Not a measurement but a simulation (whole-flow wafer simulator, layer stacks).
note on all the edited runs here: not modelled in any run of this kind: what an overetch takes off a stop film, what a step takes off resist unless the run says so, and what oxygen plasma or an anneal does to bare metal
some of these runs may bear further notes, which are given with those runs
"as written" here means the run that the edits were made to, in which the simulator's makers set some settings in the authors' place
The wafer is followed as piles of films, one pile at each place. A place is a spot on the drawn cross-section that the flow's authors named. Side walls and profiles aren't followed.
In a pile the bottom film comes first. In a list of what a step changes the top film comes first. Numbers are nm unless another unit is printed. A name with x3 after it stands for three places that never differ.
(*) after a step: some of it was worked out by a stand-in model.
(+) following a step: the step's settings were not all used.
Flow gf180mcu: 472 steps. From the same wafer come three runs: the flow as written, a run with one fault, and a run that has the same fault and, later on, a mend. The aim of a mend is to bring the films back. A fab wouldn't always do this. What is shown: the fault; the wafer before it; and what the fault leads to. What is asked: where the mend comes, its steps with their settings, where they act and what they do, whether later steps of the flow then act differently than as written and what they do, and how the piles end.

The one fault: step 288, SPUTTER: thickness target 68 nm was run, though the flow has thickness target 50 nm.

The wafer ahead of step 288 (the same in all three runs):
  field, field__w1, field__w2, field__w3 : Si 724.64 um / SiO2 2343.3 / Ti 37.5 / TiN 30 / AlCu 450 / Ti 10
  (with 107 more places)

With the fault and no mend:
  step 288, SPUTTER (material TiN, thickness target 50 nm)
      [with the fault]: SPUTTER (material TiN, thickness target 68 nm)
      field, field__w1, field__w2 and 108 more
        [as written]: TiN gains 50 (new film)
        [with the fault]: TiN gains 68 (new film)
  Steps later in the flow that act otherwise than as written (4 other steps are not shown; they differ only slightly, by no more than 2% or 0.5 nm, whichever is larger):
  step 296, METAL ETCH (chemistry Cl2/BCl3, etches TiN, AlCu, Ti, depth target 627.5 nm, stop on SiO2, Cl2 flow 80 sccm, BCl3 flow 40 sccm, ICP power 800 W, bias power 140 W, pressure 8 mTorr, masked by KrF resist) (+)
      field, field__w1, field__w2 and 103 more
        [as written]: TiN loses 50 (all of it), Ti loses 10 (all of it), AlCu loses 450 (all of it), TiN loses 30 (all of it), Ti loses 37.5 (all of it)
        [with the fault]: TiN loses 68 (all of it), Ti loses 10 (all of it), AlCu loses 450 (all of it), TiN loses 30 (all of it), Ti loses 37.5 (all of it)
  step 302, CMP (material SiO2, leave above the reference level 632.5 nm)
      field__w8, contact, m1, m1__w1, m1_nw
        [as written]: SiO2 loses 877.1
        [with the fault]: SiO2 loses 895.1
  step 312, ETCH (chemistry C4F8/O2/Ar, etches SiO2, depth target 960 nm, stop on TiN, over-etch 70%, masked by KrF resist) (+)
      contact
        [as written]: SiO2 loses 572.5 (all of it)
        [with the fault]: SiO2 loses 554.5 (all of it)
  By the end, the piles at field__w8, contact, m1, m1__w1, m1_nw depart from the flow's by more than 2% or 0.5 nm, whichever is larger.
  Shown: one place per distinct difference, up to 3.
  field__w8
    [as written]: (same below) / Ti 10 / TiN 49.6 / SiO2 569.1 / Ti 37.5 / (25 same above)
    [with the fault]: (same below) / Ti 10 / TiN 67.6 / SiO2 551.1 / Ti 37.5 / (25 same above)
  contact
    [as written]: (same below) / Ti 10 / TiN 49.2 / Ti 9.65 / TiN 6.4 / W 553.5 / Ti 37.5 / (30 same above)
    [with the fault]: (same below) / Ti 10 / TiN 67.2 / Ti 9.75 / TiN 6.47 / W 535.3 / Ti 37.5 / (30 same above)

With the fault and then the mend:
  The mend stands after step 295.
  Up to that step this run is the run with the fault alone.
  step 295a, STRIP (chemistry O2/N2, power 2160 W, pressure 1700 mTorr) (*)
      field__w8, contact, m1, m1__w1, m1_nw
        KrF resist loses 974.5 (all of it)
  step 295b, METAL ETCH (chemistry Cl2/BCl3, etches TiN, AlCu, Ti, depth target 18 nm, Cl2 flow 80 sccm, BCl3 flow 40 sccm, ICP power 800 W, bias power 140 W, pressure 8 mTorr) (the flow's step 260, run once more with other settings)
      field, field__w1, field__w2 and 108 more
        TiN loses 18
  step 295c, HMDS (120 C, 60 s) (the flow's step 290, run once more)
      alters no film at any place that is followed
  step 295d, COAT (KrF resist, thickness 1000 nm) (the flow's step 291, run once more)
      field, field__w1, field__w2 and 108 more
        KrF resist gains 1000 (new film)
  step 295e, SOFTBAKE (KrF resist) (the flow's step 292, run once more)
      alters no film at any place that is followed
  step 295f, EXPOSE (photomask Metal2) (the flow's step 293, run once more)
      alters no film at any place that is followed
  step 295g, PEB (KrF resist, 135 C, 90 s) (the flow's step 294, run once more)
      field, field__w1, field__w2 and 108 more
        KrF resist loses 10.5
  step 295h, DEVELOP (thickness 1000 nm, 60 s) (the flow's step 295, run once more)
      field, field__w1, field__w2 and 103 more
        KrF resist loses 989.5 (all of it)
      field__w8, contact, m1, m1__w1, m1_nw
        KrF resist loses 14.9
  Every later step of the flow that is run acts as written at every place that is followed.
  At every place that both follow, the piles at the end match the flow's.
